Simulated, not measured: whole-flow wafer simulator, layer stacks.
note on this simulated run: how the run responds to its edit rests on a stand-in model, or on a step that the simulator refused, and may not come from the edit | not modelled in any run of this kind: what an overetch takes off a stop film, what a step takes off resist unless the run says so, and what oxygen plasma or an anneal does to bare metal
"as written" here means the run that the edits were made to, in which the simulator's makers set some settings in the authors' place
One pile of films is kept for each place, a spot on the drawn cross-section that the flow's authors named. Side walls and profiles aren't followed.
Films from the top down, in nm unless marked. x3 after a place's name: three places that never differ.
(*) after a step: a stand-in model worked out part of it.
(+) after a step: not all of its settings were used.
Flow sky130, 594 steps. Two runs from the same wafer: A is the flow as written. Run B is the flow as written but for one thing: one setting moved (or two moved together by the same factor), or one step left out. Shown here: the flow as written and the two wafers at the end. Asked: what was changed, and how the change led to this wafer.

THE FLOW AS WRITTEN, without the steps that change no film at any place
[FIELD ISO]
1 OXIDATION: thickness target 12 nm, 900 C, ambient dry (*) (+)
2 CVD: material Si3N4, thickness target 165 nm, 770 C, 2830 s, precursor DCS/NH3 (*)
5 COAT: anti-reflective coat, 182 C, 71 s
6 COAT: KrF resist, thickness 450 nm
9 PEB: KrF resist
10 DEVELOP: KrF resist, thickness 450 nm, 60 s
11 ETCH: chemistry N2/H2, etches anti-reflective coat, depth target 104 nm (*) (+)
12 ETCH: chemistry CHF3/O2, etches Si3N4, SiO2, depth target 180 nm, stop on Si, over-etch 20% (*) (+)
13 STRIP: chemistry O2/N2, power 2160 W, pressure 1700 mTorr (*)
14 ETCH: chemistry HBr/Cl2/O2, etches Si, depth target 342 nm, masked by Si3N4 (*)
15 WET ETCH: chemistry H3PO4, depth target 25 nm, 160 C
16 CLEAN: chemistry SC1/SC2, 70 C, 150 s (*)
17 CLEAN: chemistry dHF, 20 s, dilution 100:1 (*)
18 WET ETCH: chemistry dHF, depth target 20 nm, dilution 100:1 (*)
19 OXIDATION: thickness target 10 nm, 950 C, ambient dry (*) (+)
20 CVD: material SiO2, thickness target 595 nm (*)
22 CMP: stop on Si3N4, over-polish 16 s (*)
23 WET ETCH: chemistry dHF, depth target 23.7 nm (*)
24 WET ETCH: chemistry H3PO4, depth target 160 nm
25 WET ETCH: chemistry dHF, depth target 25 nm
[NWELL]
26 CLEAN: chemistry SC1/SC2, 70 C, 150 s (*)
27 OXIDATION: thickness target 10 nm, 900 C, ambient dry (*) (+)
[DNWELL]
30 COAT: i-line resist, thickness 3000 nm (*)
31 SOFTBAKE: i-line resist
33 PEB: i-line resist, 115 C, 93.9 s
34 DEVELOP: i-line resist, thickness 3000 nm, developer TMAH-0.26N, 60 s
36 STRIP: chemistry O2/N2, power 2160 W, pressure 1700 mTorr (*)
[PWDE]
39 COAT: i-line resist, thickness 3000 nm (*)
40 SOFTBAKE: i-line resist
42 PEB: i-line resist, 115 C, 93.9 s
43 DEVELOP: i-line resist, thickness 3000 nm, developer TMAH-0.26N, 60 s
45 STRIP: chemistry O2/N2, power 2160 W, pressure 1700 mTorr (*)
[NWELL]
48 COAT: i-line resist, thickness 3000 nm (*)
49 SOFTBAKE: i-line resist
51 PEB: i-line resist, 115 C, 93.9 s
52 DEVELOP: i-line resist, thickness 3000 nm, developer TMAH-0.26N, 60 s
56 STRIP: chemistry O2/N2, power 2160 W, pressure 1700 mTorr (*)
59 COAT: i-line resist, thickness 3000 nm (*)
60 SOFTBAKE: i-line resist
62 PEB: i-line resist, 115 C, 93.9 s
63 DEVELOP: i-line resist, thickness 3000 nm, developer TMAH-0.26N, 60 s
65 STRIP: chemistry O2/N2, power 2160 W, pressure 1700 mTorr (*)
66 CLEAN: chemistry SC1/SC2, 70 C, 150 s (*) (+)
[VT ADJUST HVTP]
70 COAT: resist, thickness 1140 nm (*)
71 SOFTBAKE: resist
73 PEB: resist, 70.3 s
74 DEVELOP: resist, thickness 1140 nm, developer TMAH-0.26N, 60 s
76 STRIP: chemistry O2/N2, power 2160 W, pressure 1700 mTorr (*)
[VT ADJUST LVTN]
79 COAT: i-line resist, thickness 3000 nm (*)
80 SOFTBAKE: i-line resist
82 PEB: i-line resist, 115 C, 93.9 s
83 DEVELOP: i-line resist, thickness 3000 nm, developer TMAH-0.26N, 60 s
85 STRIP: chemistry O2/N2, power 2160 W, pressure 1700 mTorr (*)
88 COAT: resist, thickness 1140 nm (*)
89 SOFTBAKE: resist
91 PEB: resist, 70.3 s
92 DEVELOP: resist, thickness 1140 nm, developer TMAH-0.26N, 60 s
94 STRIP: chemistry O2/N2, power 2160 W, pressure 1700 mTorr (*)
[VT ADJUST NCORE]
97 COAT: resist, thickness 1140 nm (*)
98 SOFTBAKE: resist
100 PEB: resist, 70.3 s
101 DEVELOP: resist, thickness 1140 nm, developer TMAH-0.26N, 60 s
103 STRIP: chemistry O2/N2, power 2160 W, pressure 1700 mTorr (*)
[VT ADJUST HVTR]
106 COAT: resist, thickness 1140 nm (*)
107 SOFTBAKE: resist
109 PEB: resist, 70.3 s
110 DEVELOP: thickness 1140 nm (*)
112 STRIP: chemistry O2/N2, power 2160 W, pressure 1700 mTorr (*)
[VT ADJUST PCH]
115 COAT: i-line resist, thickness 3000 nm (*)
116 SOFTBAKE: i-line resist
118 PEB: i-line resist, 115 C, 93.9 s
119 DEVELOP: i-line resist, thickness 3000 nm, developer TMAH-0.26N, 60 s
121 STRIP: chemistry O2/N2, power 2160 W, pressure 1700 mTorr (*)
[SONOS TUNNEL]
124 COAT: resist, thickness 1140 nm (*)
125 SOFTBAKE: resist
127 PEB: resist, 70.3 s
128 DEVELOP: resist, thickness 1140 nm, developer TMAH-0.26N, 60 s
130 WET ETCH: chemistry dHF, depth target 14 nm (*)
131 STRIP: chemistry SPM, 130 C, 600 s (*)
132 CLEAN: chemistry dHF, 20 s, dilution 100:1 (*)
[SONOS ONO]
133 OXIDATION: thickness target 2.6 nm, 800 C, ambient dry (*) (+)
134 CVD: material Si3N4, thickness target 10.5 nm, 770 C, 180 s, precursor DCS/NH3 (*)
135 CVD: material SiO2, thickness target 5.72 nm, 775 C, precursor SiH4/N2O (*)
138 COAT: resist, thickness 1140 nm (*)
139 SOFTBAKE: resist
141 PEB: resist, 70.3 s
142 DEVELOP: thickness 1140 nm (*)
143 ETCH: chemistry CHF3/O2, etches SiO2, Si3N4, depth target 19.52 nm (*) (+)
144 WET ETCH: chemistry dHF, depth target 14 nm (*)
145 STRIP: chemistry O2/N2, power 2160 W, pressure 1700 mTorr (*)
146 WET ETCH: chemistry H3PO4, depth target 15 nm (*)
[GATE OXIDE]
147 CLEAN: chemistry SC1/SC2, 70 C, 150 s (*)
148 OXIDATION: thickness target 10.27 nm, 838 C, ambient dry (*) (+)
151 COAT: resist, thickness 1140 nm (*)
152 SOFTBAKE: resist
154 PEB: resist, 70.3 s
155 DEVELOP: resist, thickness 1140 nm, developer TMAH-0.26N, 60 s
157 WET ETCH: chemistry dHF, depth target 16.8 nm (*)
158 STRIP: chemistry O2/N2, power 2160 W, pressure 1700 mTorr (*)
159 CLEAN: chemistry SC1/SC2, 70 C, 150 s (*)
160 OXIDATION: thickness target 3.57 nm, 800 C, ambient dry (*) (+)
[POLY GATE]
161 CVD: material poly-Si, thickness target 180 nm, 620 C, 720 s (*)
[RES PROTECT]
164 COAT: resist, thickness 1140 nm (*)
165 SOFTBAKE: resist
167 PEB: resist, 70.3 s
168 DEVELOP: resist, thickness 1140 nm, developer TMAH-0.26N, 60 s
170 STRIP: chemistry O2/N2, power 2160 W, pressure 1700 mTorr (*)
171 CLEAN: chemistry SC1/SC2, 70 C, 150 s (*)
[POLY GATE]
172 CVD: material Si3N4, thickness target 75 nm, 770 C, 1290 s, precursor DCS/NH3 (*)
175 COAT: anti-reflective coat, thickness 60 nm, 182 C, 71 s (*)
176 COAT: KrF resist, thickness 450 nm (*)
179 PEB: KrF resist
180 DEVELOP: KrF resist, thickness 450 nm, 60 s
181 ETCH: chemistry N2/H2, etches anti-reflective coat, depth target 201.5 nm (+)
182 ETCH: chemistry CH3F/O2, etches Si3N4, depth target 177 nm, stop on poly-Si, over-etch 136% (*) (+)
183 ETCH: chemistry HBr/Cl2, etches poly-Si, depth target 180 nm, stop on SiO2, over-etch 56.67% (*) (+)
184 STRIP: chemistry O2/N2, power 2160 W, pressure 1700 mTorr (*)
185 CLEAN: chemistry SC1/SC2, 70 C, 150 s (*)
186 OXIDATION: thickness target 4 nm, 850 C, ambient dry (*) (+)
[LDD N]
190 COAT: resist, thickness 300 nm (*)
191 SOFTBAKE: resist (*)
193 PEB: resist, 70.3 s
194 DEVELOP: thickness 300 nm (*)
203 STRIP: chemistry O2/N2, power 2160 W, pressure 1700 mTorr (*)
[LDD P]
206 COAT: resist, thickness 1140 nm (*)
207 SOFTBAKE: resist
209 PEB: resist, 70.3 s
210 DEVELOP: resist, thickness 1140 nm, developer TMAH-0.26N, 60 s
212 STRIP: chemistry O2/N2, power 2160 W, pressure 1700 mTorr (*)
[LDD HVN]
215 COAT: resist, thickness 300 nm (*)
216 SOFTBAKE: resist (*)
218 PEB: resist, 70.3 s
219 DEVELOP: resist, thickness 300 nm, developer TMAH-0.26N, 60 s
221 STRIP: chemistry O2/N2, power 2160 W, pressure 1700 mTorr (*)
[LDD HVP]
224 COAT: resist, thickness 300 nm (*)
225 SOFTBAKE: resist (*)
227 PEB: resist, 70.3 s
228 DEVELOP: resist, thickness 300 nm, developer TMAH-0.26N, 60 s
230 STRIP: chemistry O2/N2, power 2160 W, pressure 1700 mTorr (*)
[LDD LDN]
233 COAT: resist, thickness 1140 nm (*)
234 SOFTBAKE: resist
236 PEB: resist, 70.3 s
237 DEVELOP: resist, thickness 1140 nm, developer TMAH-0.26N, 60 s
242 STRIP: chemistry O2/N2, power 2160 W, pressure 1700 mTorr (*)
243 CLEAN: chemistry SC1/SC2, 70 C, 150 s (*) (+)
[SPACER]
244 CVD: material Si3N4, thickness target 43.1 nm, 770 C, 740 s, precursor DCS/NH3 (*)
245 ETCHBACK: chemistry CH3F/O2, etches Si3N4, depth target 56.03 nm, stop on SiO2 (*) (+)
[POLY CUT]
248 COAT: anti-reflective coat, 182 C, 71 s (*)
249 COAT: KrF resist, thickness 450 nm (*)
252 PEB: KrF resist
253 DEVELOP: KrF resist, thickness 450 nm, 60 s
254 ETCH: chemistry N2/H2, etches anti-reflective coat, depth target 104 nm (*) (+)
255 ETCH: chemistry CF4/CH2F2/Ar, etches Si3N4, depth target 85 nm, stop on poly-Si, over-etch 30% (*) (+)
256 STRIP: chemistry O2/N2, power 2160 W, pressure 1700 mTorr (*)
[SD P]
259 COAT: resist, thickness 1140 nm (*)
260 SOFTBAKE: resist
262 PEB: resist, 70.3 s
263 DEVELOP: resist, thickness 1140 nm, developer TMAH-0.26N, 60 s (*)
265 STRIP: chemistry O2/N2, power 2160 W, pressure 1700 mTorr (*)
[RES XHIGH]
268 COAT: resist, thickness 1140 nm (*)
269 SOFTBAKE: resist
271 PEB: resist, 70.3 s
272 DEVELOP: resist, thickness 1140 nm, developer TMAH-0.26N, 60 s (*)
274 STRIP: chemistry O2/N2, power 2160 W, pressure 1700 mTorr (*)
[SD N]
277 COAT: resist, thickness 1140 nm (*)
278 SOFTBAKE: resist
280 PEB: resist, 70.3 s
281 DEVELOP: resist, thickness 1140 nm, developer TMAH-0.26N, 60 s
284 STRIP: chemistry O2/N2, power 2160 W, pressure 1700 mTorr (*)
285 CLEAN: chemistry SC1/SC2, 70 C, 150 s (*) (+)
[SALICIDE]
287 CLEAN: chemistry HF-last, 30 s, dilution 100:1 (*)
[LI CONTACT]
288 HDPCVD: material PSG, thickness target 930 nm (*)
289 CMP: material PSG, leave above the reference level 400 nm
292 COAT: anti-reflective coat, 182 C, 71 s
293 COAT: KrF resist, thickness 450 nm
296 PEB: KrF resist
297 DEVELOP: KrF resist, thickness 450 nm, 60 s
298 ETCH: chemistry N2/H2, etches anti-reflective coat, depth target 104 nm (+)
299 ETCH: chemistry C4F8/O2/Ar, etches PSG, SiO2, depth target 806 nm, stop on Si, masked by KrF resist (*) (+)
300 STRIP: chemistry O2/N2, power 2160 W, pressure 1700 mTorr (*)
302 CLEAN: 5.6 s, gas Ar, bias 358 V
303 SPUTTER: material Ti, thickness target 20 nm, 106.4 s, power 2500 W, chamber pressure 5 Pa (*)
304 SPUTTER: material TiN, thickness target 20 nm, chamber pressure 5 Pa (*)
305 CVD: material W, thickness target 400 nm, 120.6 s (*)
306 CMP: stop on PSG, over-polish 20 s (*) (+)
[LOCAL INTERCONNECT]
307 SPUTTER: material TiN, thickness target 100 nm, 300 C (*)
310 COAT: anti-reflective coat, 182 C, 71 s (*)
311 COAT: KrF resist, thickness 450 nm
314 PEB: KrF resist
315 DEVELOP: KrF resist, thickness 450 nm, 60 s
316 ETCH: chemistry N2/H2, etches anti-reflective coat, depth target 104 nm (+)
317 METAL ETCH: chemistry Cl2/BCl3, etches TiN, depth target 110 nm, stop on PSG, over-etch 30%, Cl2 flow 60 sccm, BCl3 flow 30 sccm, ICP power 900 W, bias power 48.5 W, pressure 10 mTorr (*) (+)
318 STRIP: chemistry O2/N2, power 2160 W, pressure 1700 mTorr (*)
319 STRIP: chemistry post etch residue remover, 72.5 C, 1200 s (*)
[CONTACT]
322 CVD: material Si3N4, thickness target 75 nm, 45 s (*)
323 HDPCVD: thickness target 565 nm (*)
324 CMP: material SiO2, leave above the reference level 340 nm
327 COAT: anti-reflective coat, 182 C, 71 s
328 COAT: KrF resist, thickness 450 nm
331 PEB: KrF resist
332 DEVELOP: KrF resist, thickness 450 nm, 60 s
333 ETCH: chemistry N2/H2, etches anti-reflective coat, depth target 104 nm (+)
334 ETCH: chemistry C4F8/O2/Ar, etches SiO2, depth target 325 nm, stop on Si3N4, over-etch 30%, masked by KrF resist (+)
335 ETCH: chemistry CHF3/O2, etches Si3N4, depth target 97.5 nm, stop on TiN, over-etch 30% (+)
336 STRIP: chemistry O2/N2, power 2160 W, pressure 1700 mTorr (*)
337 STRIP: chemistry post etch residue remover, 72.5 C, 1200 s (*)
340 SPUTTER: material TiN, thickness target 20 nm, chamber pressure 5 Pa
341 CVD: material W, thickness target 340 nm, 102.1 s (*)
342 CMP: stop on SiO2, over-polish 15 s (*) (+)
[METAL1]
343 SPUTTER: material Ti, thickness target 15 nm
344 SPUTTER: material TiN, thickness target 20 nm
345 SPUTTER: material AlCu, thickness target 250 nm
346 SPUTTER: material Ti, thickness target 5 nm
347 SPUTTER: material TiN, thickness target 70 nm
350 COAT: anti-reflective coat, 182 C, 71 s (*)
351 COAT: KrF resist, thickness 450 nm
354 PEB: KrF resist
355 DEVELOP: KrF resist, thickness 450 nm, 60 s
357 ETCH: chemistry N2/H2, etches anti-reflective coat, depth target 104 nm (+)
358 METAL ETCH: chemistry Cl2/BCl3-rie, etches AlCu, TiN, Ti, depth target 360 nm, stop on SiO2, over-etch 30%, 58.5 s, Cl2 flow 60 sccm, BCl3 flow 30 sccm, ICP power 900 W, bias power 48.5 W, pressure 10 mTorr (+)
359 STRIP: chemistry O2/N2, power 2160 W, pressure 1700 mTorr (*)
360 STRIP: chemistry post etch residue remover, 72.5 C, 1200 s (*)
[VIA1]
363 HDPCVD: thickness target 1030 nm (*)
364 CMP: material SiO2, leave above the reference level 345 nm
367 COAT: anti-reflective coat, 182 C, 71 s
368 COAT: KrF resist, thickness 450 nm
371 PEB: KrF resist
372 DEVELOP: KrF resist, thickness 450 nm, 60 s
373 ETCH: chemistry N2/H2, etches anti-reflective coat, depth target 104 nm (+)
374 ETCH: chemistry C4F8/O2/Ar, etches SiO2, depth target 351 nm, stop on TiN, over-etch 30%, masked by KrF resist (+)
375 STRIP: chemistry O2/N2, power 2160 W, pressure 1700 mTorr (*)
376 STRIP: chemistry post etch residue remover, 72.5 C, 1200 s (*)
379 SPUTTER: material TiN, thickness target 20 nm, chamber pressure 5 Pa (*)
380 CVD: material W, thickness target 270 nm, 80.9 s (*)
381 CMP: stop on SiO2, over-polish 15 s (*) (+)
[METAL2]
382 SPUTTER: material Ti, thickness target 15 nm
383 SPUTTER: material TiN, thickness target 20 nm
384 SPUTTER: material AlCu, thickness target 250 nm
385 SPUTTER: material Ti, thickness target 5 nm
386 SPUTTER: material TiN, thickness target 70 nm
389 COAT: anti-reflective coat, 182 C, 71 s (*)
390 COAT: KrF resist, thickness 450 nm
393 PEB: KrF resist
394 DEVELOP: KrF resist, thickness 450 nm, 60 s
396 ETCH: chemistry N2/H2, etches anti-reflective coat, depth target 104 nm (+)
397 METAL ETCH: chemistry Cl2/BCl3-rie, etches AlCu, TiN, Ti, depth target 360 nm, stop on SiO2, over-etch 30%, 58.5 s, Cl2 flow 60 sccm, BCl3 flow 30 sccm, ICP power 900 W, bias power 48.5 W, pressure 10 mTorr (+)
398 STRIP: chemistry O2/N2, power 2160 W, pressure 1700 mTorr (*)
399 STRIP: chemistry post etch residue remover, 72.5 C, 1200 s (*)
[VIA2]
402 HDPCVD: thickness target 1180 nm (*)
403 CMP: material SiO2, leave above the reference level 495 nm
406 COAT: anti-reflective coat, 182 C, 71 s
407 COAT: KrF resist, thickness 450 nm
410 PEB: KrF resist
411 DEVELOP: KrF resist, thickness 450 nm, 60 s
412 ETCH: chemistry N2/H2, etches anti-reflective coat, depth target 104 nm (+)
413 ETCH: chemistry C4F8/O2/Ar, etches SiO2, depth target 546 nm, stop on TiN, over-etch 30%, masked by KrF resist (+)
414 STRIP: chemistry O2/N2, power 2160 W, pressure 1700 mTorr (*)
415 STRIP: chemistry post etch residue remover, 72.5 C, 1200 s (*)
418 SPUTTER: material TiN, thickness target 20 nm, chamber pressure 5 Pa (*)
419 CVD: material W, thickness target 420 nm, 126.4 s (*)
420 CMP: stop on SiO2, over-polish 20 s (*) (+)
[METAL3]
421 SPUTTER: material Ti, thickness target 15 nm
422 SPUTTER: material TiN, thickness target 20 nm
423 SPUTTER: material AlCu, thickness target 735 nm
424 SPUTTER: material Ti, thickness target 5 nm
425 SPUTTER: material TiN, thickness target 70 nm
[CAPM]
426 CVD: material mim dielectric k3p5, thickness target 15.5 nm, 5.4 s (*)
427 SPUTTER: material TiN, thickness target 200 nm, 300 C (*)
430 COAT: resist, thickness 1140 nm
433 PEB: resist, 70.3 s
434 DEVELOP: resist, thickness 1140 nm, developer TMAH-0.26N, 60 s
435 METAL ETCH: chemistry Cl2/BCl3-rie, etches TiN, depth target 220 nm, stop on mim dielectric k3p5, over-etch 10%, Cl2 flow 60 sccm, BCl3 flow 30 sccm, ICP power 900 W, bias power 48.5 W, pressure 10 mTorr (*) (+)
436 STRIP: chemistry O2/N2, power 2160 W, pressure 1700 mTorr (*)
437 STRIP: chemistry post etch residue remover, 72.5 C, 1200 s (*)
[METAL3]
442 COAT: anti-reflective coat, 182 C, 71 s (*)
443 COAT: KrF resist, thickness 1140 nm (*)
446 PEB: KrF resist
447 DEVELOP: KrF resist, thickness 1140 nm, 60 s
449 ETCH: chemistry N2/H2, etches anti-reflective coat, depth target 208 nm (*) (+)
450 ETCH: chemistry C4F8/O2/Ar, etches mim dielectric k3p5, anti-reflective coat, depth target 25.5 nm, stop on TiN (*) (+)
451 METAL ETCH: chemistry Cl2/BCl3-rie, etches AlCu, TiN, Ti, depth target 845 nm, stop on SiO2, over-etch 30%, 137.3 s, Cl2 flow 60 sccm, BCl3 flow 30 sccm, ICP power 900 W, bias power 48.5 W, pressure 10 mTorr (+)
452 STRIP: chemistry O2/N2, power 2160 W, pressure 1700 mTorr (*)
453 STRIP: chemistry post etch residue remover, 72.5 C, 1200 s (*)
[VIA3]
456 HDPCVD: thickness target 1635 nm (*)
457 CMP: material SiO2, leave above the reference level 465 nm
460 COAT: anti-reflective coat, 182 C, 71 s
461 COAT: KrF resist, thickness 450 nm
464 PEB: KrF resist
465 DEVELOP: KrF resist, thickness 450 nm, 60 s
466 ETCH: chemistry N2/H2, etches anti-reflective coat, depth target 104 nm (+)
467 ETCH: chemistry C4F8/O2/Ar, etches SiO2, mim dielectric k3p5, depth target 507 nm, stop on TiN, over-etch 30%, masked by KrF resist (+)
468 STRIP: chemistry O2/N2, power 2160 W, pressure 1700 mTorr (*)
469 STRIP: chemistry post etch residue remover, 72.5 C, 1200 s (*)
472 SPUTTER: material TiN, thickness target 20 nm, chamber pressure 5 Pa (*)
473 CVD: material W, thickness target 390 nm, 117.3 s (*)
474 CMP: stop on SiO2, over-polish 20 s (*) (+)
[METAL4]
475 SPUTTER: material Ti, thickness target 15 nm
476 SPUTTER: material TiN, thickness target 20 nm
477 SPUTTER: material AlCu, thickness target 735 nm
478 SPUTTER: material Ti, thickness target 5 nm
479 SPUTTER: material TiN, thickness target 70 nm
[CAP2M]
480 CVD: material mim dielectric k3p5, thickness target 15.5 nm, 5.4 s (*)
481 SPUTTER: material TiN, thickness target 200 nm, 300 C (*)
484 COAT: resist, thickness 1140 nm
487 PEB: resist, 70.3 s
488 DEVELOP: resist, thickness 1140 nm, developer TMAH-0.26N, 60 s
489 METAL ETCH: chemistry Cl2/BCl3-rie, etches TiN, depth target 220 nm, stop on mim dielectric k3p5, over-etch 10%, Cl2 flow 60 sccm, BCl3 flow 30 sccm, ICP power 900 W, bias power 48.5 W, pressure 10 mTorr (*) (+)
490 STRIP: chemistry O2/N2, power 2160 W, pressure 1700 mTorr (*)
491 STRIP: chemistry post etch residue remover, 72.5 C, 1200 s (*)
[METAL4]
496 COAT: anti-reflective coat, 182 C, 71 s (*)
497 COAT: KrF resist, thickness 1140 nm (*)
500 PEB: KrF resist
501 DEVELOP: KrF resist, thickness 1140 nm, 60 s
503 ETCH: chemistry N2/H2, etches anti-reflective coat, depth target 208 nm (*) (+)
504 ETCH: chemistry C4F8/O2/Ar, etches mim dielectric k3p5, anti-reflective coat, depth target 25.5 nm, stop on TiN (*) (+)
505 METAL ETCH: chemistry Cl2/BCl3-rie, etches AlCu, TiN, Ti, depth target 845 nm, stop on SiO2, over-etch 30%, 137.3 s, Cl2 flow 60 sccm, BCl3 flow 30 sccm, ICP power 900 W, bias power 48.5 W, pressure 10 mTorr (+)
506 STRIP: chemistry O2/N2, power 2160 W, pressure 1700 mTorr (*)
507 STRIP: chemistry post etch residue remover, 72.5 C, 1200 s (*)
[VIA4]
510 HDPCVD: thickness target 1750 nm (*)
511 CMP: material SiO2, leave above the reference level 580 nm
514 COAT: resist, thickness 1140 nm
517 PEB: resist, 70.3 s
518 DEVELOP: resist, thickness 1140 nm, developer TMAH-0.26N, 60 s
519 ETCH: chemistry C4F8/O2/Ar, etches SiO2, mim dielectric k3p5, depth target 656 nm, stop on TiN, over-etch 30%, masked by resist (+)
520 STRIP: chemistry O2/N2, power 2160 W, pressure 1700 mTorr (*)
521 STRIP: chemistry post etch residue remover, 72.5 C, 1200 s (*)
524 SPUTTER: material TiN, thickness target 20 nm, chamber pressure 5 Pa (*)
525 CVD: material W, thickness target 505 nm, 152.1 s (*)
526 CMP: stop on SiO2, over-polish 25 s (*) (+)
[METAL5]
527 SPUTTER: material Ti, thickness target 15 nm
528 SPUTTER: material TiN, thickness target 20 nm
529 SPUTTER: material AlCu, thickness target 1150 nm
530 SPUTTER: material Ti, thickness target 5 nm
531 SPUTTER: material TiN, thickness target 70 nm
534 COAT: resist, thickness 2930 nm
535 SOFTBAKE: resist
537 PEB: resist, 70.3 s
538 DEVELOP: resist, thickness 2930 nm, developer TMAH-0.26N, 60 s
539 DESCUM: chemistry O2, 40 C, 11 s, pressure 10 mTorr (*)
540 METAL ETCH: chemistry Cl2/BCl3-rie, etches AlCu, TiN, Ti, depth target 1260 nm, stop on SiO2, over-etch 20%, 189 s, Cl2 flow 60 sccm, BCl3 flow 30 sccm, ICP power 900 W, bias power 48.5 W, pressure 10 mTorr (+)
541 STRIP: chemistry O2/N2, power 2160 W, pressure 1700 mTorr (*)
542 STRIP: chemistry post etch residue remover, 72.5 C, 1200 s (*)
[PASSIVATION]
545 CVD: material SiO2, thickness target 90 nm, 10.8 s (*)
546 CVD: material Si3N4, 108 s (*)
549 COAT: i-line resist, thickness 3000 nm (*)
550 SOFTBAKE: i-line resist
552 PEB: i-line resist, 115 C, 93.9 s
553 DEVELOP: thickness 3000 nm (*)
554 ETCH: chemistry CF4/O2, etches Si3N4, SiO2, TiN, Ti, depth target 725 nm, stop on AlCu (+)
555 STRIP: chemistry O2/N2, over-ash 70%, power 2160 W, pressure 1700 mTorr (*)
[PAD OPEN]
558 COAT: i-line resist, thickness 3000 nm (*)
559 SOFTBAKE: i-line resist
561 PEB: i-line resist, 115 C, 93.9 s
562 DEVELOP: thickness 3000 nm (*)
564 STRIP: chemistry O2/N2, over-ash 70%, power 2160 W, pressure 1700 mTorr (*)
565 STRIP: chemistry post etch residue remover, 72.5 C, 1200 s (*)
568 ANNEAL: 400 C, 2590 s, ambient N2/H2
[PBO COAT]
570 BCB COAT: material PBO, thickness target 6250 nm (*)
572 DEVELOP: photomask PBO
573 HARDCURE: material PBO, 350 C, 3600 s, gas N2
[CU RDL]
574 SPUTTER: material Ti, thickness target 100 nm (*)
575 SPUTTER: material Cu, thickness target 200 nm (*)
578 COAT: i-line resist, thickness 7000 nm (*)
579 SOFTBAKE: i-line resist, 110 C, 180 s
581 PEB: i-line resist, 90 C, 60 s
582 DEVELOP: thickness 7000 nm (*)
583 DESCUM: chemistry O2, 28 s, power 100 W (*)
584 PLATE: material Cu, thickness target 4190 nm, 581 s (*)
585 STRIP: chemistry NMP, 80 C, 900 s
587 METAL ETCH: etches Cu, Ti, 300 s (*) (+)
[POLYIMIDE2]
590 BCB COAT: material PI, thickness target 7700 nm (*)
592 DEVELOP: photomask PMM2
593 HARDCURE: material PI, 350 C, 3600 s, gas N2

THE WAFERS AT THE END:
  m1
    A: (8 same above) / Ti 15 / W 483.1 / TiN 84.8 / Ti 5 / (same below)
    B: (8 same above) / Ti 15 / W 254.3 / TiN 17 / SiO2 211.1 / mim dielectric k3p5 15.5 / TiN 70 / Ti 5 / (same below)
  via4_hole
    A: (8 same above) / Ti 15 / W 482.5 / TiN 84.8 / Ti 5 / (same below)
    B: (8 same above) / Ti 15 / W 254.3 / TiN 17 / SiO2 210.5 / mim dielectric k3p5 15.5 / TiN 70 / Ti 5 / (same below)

The cause: step 519, ETCH: depth target 279 nm was run, where the flow has depth target 656 nm.

How the change led to this, step by step:
  519 ETCH: chemistry C4F8/O2/Ar, etches SiO2, mim dielectric k3p5, depth target 656 nm, stop on TiN, over-etch 30%, masked by resist (+)
      m1: A SiO2 -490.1 (all of it), mim dielectric k3p5 -15.5 (all of it) | B SiO2 -279
      via4_hole: A SiO2 -489.5 (all of it), mim dielectric k3p5 -15.5 (all of it) | B SiO2 -279
      (and at 191 more places)
  520 STRIP: chemistry O2/N2, power 2160 W, pressure 1700 mTorr (*)
      field, active, n_well and 188 more: A resist -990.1 (all of it) | B resist -1065.5 (all of it)
  524 SPUTTER: material TiN, thickness target 20 nm, chamber pressure 5 Pa (*)
      m1, via4_hole: A TiN +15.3 | B TiN +17 (new film)
  525 CVD: material W, thickness target 505 nm, 152.1 s (*)
      m1: A W +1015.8 (new film) | B W +590.3 (new film)
      via4_hole: A W +1015.2 (new film) | B W +592 (new film)
  526 CMP: stop on SiO2, over-polish 25 s (*) (+)
      m1: A W -532.7 | B W -335.9
      via4_hole: A W -532.7 | B W -337.7
Counting metal films that touch as one body, m1 has 3 bodies (between them, from the top down: SiO2 211.1 / mim dielectric k3p5 15.5; SiO2 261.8 / Si3N4 75); the flow as written gives 2 bodies (between them, from the top down: SiO2 261.8 / Si3N4 75).
Counting metal films that touch as one body, via4_hole has 2 bodies (between them, from the top down: SiO2 210.5 / mim dielectric k3p5 15.5); the flow as written gives 1 body.
